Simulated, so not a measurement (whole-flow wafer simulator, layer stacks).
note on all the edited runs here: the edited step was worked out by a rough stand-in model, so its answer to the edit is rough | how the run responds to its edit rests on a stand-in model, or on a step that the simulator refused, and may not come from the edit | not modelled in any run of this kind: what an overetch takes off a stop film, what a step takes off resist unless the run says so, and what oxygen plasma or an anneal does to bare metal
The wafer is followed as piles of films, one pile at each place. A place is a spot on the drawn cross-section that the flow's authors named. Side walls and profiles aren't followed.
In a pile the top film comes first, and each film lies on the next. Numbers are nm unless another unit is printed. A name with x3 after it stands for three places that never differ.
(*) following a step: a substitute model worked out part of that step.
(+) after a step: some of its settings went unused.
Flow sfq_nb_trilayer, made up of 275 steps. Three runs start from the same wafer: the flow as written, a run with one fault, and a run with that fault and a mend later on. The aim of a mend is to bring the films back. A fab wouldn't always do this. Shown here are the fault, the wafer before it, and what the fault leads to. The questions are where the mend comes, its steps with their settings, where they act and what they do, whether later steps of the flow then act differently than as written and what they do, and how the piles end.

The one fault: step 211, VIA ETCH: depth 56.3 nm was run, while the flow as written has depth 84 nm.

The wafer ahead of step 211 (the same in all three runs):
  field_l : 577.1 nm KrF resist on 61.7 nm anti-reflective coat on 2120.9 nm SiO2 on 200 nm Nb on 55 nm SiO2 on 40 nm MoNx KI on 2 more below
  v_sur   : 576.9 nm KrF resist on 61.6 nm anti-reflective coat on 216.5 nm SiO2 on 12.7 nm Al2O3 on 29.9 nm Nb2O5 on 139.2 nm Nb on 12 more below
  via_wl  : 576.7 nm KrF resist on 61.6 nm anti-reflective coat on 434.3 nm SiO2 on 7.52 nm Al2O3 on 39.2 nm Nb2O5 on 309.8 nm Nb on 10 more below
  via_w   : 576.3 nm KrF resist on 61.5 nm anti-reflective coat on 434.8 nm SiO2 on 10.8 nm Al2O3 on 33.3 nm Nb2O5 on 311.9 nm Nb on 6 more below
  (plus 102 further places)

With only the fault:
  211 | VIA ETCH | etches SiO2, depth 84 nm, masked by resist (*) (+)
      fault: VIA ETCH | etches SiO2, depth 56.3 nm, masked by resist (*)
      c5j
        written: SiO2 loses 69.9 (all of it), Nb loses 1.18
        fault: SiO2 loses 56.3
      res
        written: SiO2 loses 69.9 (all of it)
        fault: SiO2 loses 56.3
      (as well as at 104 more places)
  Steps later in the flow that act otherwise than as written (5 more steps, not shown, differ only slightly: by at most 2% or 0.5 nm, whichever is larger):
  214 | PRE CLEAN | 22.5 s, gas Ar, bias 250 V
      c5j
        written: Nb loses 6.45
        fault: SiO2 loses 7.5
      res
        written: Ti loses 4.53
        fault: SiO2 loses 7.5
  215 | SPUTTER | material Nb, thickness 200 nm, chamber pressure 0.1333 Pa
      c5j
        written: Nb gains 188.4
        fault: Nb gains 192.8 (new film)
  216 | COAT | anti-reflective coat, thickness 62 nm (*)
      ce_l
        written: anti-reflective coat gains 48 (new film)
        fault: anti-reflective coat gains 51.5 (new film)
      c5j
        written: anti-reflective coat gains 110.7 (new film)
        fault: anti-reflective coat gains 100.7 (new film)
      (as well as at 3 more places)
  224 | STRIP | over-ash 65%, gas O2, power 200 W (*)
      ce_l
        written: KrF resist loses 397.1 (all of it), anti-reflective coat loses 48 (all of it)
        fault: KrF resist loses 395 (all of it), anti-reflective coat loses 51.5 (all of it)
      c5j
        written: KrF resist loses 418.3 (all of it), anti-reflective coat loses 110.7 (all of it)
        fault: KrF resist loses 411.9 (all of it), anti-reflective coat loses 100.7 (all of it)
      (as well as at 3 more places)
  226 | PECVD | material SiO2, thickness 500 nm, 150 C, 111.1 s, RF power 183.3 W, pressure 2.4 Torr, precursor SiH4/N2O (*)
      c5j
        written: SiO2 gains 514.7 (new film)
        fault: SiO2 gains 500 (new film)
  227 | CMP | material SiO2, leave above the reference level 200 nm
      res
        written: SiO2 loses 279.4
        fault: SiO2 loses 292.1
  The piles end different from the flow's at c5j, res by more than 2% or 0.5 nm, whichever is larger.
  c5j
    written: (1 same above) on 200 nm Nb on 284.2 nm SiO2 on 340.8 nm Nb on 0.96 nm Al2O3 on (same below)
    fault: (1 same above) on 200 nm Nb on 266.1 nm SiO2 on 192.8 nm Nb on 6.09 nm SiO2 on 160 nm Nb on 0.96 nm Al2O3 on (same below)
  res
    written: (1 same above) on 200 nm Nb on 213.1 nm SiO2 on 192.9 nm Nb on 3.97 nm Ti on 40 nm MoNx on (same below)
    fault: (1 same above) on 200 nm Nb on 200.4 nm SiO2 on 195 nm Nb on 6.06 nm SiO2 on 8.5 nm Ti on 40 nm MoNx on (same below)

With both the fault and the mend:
  The mend follows step 211.
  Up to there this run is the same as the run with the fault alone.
  211a | VIA ETCH | etches SiO2, depth 27.7 nm, masked by resist (*) (+) (the flow's step 211 again, with other settings)
      field_l, v_sur, via_wl and 101 more
        KrF resist loses 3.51
      c5j
        SiO2 loses 13.6 (all of it), Nb loses 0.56
      res
        SiO2 loses 13.6 (all of it)
  Later steps of the flow that are run all act as written at every place that is followed, up to a difference of at most 2% or 0.5 nm, whichever is larger.
  At the end the piles are close to the flow's at the places that both follow, differing by at most 2% or 0.5 nm, whichever is larger.
